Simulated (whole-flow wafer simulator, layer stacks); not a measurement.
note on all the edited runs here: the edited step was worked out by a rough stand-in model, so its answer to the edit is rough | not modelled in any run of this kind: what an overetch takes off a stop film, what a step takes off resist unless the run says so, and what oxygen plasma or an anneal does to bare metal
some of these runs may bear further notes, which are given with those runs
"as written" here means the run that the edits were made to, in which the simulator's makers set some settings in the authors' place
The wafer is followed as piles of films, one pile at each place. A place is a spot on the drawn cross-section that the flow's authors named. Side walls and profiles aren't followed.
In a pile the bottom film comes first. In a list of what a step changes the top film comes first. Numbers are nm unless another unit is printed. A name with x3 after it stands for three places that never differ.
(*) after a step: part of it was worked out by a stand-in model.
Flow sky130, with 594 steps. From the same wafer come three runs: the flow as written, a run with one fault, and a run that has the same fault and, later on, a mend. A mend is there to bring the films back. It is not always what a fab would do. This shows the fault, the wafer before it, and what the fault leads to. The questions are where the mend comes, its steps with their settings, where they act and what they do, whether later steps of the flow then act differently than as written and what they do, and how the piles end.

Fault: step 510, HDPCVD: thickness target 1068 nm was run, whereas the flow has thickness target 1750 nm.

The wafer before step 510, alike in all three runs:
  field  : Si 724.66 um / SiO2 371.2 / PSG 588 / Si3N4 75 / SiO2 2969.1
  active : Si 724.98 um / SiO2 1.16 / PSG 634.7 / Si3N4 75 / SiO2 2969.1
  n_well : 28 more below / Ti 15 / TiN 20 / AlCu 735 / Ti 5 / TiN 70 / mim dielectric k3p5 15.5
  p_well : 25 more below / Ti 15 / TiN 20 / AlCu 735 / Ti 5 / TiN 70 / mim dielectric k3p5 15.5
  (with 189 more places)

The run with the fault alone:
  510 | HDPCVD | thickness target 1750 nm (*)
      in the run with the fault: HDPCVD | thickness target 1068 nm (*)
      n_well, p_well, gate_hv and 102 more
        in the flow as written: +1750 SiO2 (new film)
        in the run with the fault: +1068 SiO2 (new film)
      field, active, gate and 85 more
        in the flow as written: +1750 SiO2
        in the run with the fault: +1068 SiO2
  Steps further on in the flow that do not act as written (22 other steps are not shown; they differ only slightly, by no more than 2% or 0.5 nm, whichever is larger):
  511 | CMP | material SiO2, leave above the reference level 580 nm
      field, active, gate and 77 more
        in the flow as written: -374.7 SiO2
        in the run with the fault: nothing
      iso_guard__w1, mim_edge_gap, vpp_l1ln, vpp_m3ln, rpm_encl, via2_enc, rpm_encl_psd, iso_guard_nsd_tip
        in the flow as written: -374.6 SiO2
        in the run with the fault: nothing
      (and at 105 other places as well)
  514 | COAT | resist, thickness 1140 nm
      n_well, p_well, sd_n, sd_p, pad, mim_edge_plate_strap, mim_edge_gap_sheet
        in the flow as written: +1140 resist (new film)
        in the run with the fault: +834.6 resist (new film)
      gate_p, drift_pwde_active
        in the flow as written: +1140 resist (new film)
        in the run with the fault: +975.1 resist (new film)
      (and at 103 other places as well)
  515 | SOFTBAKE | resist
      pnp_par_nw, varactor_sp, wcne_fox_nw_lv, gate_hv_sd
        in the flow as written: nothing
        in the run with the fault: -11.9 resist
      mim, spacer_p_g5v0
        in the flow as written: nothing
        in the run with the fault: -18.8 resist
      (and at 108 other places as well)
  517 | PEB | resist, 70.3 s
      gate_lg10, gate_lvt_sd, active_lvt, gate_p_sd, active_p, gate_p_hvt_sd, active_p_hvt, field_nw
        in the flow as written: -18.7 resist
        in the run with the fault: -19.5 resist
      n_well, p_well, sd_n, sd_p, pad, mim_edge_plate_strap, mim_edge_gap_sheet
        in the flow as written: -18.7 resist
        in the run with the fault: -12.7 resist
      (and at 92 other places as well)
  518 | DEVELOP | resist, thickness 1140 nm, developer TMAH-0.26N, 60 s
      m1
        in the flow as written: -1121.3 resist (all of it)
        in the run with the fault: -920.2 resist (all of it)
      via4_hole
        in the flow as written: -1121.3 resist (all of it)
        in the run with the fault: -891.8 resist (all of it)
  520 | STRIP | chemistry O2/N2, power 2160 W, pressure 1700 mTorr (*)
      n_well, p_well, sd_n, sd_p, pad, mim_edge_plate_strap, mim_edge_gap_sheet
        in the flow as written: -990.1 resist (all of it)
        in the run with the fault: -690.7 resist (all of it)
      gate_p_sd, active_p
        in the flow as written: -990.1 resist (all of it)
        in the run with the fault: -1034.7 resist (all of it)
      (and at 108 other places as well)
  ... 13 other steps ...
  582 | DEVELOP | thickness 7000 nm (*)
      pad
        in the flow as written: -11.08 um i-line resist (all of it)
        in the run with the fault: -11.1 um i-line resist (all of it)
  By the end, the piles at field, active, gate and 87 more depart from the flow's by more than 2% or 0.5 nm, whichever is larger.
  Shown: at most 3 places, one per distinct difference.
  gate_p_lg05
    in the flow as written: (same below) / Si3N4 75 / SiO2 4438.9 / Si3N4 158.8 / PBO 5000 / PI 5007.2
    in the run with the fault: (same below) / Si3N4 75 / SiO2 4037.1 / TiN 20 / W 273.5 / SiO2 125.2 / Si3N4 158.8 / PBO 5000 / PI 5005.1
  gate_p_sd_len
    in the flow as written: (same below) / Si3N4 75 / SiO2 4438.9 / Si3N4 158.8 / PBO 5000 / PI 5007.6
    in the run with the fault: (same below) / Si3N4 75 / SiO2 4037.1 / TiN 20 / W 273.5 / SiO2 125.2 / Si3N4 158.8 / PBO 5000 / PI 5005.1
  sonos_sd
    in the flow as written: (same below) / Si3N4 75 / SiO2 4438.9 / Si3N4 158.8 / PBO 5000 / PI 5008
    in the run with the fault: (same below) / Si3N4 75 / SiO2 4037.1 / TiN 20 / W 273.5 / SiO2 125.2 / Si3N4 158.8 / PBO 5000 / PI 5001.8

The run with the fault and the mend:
  The mend stands after step 510.
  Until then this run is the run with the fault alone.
  510a | HDPCVD | thickness target 682 nm (*) (the flow's step 510, run once more with other settings)
      field, active, n_well and 190 more
        +682 SiO2
  Every later step of the flow that is run acts as written at every place that is followed.
  The piles end the same as the flow's at every place that both follow.
